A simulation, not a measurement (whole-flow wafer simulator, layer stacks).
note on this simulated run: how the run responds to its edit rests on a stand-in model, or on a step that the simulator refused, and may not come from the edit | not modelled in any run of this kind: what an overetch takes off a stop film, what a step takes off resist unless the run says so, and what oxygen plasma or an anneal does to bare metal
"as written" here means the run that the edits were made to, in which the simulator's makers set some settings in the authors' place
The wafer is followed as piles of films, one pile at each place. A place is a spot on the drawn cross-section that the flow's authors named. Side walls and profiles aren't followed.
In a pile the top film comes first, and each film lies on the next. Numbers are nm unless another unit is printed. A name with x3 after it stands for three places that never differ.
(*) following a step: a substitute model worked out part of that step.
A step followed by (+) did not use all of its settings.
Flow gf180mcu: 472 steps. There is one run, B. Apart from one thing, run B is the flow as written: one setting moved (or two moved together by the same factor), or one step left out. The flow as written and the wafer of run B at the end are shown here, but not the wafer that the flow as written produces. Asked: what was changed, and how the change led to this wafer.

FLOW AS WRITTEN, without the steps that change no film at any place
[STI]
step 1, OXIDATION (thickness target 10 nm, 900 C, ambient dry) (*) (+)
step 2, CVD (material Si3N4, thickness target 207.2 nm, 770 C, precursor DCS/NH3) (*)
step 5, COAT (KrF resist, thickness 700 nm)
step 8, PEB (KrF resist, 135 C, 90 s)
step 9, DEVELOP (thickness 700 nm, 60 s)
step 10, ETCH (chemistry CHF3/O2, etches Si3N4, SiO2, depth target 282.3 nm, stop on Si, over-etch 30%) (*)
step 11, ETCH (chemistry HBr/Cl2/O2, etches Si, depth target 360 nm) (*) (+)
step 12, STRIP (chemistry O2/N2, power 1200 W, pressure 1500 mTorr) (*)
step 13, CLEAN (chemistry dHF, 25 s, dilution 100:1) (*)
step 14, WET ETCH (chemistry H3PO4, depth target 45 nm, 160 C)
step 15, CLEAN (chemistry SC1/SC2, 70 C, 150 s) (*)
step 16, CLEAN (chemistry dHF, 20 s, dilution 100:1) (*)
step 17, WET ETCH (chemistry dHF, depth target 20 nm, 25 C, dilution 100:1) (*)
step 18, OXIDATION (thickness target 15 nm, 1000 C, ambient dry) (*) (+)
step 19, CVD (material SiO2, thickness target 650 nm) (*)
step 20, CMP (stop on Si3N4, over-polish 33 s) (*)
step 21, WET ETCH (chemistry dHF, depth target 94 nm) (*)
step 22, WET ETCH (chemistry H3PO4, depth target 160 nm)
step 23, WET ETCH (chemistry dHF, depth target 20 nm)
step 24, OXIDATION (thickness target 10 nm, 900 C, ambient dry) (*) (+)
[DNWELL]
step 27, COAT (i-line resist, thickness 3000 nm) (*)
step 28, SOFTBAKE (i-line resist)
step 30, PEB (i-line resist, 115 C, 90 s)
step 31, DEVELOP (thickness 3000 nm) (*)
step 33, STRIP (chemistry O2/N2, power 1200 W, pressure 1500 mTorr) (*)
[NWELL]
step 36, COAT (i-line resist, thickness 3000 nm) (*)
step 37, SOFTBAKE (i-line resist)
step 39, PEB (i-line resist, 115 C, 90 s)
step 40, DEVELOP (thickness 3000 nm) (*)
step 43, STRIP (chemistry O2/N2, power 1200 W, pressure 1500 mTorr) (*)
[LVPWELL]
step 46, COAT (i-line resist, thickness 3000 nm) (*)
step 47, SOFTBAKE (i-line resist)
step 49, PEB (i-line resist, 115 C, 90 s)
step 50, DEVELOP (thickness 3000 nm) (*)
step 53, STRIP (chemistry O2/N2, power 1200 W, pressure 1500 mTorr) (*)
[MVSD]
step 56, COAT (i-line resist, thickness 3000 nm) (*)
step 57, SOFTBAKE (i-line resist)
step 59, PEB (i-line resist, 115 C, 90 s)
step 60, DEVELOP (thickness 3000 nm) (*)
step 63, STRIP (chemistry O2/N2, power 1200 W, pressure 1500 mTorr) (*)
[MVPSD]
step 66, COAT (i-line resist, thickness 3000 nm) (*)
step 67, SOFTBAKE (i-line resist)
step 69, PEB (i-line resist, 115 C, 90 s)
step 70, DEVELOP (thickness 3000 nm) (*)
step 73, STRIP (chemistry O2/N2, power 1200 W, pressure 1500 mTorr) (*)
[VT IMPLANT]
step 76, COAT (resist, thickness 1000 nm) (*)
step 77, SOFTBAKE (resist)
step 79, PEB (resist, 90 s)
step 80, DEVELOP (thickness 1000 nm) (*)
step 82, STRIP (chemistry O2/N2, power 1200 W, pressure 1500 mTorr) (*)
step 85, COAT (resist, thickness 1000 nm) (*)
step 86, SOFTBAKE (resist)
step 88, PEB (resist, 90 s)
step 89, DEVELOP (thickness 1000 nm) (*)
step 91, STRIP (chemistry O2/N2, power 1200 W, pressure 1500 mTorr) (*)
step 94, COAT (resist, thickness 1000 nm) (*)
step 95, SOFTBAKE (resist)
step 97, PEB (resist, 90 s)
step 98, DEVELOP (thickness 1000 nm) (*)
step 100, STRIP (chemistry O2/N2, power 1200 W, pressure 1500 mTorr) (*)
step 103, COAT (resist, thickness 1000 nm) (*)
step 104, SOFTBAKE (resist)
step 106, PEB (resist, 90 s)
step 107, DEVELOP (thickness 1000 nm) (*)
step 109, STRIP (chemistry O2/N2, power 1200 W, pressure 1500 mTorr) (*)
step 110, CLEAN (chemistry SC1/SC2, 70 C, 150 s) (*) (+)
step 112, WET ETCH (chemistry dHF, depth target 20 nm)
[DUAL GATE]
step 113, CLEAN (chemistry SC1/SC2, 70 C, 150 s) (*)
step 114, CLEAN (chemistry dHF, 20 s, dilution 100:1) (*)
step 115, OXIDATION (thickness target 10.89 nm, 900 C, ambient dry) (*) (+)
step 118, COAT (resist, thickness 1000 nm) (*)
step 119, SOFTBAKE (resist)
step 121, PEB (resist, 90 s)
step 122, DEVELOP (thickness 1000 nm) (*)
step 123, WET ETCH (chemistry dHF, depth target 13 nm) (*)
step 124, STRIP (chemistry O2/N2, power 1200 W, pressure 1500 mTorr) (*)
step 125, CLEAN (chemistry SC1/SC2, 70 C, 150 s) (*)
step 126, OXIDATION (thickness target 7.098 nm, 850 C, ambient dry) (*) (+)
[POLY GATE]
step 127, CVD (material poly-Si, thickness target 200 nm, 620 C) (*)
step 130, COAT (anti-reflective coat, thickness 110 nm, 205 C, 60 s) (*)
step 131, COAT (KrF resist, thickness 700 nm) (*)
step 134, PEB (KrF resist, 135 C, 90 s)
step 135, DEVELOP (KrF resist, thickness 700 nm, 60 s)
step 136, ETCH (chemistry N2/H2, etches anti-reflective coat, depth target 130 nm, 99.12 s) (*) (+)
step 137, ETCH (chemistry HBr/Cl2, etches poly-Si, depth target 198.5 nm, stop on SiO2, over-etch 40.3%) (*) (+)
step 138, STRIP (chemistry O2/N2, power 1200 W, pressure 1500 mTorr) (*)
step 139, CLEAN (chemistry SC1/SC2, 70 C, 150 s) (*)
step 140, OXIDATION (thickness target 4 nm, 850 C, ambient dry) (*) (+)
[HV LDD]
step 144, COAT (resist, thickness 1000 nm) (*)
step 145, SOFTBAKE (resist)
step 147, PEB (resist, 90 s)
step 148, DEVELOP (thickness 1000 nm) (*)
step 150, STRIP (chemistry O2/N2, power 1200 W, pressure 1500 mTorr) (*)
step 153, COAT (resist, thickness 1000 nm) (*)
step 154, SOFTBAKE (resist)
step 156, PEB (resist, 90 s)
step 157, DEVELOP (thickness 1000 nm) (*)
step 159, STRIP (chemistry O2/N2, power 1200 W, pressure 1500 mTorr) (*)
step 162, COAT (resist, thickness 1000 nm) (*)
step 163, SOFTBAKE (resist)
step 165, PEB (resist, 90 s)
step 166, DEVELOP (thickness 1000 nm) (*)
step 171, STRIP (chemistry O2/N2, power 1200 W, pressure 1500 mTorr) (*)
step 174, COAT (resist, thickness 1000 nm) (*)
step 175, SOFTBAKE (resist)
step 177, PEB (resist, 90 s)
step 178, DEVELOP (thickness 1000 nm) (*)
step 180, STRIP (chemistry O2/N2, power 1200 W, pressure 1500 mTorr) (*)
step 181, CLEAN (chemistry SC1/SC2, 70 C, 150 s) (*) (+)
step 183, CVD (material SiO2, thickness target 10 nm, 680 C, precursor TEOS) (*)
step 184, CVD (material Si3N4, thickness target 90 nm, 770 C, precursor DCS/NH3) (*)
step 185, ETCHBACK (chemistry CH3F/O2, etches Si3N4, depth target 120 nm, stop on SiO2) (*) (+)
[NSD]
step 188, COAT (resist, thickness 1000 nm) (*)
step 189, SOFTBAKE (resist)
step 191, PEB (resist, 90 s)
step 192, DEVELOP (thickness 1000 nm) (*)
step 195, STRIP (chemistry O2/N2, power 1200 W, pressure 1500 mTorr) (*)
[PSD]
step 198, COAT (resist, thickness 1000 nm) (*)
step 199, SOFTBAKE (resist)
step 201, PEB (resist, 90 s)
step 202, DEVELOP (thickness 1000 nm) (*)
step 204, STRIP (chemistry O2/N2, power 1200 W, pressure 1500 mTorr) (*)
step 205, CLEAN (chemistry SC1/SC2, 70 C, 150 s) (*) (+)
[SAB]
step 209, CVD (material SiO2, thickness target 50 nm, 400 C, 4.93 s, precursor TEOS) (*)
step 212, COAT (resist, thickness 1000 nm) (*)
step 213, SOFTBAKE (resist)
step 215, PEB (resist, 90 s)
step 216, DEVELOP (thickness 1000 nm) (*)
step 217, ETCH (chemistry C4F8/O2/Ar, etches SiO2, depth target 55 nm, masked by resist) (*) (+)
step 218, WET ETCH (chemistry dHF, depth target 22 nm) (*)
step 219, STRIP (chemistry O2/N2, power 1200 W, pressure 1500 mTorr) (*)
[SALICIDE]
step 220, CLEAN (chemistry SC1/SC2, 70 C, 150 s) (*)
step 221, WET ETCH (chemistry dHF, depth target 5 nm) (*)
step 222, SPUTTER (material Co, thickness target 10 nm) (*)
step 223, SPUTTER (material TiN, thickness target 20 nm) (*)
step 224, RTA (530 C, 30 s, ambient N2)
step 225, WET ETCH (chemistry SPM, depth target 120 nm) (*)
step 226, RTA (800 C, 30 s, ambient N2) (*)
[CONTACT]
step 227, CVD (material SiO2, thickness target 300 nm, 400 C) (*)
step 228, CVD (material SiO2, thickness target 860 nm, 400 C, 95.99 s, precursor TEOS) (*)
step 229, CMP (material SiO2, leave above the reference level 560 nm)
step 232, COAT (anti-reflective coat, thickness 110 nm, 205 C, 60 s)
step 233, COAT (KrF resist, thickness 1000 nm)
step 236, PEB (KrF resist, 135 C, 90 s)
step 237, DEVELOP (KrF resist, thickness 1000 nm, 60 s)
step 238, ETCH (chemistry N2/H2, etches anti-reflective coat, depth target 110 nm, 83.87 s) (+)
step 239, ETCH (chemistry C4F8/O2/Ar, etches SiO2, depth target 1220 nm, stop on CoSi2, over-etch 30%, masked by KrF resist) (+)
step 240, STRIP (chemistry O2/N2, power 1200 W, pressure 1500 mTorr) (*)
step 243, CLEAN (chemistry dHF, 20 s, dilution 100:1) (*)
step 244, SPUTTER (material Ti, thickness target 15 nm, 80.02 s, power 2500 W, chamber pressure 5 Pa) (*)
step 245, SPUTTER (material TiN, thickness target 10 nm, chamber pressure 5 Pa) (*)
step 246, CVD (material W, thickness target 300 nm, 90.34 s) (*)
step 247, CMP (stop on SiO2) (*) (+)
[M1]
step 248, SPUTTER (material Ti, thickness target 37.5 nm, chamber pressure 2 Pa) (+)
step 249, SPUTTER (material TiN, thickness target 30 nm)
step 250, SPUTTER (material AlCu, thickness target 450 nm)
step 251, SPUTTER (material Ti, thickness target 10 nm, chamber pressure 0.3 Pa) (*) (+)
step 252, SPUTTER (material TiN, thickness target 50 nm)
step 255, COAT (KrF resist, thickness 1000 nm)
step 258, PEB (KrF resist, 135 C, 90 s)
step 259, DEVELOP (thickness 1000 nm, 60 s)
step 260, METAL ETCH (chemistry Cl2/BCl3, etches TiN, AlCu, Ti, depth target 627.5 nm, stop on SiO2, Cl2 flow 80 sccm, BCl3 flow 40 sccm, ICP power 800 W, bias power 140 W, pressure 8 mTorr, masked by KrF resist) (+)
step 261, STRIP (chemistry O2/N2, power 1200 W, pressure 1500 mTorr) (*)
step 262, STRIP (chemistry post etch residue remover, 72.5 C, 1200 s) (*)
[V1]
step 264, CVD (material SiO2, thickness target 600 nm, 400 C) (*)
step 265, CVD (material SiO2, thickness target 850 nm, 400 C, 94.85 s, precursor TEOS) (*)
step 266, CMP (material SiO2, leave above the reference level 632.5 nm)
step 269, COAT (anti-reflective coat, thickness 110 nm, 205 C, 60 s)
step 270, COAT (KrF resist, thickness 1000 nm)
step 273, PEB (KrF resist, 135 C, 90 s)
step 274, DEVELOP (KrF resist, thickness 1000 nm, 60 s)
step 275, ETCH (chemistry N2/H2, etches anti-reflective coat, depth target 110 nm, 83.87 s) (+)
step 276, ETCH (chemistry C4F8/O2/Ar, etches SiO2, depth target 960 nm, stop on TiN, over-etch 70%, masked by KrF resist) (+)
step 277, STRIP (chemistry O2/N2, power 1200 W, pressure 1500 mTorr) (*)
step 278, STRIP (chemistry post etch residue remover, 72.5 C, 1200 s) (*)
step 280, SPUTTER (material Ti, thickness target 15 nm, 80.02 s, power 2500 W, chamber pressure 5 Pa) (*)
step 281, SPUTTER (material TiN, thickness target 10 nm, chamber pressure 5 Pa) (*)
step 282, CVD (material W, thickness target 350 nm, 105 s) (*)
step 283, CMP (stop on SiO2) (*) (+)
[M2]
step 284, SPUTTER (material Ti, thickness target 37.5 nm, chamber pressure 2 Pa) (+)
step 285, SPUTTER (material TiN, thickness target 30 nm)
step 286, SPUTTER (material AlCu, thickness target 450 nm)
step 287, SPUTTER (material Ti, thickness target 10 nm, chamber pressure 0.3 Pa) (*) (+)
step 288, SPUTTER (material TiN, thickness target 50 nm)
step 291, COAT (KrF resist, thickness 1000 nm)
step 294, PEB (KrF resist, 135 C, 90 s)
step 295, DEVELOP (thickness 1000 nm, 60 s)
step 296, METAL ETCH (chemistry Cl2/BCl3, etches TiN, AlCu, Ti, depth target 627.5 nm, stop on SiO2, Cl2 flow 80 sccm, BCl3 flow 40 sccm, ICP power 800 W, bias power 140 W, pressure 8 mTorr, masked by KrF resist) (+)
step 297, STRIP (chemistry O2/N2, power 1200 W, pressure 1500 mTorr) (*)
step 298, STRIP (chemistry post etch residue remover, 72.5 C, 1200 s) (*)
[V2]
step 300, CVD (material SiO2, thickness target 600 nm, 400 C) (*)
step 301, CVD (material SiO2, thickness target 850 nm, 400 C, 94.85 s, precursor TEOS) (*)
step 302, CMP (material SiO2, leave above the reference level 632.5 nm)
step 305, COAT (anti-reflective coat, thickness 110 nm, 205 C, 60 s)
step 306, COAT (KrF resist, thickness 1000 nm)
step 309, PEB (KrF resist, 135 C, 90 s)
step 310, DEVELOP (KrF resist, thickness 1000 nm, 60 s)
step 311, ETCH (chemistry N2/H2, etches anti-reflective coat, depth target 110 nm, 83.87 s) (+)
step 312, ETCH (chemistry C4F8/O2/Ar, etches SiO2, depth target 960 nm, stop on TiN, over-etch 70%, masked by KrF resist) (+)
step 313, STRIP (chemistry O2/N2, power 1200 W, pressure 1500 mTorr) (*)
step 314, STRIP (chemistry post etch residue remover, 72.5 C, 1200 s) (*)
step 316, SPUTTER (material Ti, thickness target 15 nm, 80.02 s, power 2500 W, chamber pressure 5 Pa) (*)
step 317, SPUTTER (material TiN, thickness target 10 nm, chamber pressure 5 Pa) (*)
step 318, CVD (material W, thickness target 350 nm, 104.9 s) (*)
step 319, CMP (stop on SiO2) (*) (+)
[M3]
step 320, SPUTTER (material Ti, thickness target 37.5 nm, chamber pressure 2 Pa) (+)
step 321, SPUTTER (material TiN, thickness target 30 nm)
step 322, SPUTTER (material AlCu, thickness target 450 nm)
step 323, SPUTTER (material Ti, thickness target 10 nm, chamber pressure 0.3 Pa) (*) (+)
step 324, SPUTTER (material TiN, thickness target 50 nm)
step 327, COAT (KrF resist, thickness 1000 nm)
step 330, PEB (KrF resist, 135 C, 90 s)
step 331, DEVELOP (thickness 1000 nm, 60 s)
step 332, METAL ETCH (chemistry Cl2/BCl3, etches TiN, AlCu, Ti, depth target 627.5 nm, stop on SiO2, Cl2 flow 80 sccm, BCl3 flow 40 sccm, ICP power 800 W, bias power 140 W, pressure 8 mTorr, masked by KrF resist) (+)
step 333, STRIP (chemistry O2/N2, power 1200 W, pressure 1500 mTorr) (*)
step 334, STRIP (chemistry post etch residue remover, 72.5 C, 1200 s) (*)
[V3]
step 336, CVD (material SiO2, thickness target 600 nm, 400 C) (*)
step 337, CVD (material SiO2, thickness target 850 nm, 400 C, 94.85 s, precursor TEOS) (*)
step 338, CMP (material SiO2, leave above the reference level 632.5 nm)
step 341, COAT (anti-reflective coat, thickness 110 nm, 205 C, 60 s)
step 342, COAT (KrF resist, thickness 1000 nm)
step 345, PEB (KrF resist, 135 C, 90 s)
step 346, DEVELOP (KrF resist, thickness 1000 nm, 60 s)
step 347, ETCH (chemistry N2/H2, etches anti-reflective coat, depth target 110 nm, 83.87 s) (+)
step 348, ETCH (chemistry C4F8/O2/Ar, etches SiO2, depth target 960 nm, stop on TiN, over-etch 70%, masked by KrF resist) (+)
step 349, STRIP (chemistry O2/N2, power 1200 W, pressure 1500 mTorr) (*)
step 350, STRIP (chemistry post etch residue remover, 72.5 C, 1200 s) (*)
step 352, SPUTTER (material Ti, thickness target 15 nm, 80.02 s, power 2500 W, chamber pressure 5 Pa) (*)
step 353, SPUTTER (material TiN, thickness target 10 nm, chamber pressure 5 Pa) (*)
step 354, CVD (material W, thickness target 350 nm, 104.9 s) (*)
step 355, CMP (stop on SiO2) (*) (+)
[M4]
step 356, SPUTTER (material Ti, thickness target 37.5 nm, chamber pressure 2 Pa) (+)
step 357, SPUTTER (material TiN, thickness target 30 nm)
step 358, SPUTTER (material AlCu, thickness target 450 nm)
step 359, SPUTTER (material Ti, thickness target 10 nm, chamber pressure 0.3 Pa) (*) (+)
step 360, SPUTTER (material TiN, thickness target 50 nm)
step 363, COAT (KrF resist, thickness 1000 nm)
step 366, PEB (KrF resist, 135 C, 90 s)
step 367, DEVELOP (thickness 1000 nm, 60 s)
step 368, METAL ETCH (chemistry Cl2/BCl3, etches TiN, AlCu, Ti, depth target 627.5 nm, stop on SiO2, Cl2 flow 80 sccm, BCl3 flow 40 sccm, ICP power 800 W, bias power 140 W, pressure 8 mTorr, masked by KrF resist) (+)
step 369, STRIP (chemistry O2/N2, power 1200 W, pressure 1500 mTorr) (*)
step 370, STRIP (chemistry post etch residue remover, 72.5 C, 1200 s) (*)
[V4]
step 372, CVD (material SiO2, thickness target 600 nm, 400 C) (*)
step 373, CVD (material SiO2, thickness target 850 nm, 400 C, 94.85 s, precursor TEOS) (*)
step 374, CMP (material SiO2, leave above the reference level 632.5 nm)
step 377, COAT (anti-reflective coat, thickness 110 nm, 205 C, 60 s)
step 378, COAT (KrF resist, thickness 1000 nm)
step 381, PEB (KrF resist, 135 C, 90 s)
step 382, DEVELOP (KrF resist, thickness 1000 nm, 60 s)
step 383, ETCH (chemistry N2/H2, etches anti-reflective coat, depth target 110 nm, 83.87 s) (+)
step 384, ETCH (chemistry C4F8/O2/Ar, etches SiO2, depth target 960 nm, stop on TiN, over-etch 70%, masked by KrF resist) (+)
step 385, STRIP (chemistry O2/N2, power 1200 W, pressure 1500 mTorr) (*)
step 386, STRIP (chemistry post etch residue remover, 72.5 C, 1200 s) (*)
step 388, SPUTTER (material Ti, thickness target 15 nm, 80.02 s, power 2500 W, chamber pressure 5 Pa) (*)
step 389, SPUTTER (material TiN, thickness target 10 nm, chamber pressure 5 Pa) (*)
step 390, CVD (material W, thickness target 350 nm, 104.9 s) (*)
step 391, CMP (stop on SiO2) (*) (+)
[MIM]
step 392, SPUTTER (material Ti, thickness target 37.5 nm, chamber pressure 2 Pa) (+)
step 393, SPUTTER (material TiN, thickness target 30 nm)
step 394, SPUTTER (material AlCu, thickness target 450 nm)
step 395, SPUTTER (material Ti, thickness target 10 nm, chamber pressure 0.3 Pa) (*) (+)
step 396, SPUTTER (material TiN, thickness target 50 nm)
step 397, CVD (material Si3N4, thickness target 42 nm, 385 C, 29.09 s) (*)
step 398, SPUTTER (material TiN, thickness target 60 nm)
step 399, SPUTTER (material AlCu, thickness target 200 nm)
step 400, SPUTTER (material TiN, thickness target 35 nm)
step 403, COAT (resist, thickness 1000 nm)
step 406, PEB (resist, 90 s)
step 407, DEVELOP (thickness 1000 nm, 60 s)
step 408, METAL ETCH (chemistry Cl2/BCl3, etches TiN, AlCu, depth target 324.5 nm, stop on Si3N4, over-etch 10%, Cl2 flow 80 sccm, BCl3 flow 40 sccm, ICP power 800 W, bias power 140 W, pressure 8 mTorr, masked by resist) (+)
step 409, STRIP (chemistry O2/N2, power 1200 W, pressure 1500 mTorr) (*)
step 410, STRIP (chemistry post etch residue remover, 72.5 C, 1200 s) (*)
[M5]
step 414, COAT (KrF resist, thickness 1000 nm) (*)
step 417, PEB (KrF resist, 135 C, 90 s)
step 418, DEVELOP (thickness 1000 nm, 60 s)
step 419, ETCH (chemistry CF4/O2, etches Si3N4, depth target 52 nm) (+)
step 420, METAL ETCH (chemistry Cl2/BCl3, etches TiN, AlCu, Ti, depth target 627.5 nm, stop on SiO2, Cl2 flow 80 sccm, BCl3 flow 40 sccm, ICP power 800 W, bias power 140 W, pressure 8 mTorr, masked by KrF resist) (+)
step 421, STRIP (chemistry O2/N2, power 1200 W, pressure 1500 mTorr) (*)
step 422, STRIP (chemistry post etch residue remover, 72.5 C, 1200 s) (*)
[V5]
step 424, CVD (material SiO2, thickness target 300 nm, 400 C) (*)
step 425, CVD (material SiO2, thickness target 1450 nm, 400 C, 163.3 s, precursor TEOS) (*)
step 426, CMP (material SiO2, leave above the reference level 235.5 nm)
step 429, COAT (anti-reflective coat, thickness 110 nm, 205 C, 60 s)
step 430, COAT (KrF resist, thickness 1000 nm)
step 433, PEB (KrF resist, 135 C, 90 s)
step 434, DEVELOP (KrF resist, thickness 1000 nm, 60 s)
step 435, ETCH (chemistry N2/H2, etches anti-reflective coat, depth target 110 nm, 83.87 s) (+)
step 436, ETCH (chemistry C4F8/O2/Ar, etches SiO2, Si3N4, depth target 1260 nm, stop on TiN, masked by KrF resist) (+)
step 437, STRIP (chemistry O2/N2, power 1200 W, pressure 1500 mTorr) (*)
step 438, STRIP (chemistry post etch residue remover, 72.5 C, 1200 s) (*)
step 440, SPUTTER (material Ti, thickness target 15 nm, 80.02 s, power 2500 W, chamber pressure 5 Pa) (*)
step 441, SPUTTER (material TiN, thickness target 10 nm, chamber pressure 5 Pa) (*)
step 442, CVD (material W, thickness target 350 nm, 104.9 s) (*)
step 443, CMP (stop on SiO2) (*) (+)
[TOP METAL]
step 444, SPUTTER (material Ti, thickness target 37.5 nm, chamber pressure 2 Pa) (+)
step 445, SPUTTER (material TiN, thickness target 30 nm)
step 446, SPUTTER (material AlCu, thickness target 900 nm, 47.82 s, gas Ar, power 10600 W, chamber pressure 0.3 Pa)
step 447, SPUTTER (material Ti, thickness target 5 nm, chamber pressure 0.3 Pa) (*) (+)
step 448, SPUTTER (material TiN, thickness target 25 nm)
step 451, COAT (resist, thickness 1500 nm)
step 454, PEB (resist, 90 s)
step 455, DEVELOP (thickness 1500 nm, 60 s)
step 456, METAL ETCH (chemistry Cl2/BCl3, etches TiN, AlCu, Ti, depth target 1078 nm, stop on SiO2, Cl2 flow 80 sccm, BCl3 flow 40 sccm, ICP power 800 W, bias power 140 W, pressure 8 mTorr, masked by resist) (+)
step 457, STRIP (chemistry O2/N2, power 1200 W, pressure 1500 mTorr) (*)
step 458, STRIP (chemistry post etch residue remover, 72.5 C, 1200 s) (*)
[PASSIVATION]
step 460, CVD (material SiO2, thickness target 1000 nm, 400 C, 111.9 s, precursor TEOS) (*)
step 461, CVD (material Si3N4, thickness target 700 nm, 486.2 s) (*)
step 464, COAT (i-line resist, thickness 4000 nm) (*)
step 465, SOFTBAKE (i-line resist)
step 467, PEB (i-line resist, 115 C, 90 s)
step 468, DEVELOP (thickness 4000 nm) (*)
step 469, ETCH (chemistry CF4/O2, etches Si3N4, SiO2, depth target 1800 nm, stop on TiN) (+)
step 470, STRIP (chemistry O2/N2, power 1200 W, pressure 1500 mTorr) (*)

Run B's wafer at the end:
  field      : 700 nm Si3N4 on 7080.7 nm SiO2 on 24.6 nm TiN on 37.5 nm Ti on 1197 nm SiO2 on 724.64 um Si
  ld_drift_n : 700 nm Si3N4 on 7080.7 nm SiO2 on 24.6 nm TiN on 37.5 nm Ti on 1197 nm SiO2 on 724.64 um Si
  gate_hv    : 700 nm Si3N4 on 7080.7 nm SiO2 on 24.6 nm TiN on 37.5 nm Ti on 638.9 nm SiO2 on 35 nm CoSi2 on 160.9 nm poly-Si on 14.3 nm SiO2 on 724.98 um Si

What caused this: step 250, SPUTTER: thickness target 562.5 nm was run, though the flow has thickness target 450 nm.

Step by step, how the change led to this:
  step 250, SPUTTER (material AlCu, thickness target 450 nm)
      field, field__w1, field__w2 and 108 more: +562.5 AlCu (new film) (in the flow as written it would be: +450 AlCu (new film))
  step 260, METAL ETCH (chemistry Cl2/BCl3, etches TiN, AlCu, Ti, depth target 627.5 nm, stop on SiO2, Cl2 flow 80 sccm, BCl3 flow 40 sccm, ICP power 800 W, bias power 140 W, pressure 8 mTorr, masked by KrF resist) (+)
      field, field__w1, field__w2 and 99 more: -50 TiN (all of it), -10 Ti (all of it), -562.5 AlCu (all of it), -5 TiN (in the flow as written it would be: -50 TiN (all of it), -10 Ti (all of it), -450 AlCu (all of it), -30 TiN (all of it), -37.5 Ti (all of it))
  step 264, CVD (material SiO2, thickness target 600 nm, 400 C) (*)
      field, field__w1, field__w2 and 99 more: +600 SiO2 (new film) (in the flow as written it would be: +600 SiO2)
  step 266, CMP (material SiO2, leave above the reference level 632.5 nm)
      field, field__w1, field__w2 and 99 more: -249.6 SiO2 (in the flow as written it would be: -300 SiO2)
Taking metal films that touch as one body, field has 1 body; the flow as written gives 0 bodies.
Taking metal films that touch as one body, ld_drift_n has 1 body; the flow as written gives 0 bodies.
Taking metal films that touch as one body, gate_hv has 2 bodies (between them, from the top down: SiO2 638.9); the flow as written gives 1 body.
